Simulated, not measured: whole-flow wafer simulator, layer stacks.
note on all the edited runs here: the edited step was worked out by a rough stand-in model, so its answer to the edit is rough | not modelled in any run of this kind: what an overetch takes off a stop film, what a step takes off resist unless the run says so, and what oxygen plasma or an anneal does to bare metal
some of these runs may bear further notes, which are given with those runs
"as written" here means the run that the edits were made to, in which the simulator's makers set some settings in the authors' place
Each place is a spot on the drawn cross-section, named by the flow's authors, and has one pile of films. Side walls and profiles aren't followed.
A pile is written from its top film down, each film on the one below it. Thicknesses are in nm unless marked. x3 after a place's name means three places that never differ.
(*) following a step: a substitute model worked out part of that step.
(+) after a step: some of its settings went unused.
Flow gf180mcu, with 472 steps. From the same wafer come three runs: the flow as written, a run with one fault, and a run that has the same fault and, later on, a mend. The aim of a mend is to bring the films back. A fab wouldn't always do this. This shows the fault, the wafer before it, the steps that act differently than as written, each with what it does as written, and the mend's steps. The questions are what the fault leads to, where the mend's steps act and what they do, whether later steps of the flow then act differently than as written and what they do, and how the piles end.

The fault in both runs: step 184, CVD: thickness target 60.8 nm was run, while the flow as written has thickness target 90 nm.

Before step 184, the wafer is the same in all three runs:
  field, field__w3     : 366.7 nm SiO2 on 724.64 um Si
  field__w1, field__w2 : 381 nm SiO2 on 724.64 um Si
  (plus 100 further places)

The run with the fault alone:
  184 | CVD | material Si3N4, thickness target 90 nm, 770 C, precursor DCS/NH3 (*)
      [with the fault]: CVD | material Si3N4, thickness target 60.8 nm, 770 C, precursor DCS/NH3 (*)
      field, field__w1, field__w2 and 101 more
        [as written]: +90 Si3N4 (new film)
        [with the fault]: +60.8 Si3N4 (new film)
  Later steps of the flow acting differently than as written (7 other steps are not shown; they differ only slightly, by no more than 2% or 0.5 nm, whichever is larger):
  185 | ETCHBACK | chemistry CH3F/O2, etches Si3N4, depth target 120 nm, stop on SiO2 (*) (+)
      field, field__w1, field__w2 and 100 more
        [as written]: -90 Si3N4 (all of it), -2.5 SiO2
        [with the fault]: -60.8 Si3N4 (all of it), -4.93 SiO2
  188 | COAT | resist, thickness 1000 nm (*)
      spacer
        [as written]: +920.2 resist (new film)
        [with the fault]: +946.8 resist (new film)
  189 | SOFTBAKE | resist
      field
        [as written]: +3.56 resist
        [with the fault]: -0.34 resist
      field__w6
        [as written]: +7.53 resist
        [with the fault]: +6.99 resist
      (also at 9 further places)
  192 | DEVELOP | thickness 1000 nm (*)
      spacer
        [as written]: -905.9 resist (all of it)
        [with the fault]: -931.9 resist (all of it)
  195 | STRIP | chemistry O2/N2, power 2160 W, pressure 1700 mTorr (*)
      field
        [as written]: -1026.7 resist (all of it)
        [with the fault]: -1005.9 resist (all of it)
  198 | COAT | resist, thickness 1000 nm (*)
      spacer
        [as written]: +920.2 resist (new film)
        [with the fault]: +946.8 resist (new film)
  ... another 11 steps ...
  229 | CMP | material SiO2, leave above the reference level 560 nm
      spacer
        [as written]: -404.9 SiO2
        [with the fault]: -375.7 SiO2
  By the end, the piles at spacer, ld_sd_n, ld_drn_n, ld_sd_p, ld_drn_p depart from the flow's by more than 2% or 0.5 nm, whichever is larger.
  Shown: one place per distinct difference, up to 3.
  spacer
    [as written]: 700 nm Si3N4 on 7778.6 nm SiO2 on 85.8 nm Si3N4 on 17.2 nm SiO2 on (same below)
    [with the fault]: 700 nm Si3N4 on 7807.8 nm SiO2 on 56.6 nm Si3N4 on 17.2 nm SiO2 on (same below)
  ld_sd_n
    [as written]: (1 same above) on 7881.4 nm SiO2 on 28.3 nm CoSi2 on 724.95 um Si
    [with the fault]: (1 same above) on 7881.4 nm SiO2 on 29.7 nm CoSi2 on 724.95 um Si
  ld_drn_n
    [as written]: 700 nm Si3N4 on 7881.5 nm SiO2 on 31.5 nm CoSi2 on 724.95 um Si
    [with the fault]: 700 nm Si3N4 on 7881.6 nm SiO2 on 32.9 nm CoSi2 on 724.95 um Si

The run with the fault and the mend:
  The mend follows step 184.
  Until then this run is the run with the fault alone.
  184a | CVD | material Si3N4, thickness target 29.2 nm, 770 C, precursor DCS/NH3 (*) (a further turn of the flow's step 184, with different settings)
      field, field__w1, field__w2 and 101 more
        +29.2 Si3N4
  None of the later steps of the flow differs from how it acts as written, at any place that is followed, by more than 2% or 0.5 nm, whichever is larger.
  By the end, the piles equal the flow's at every place that both follow.
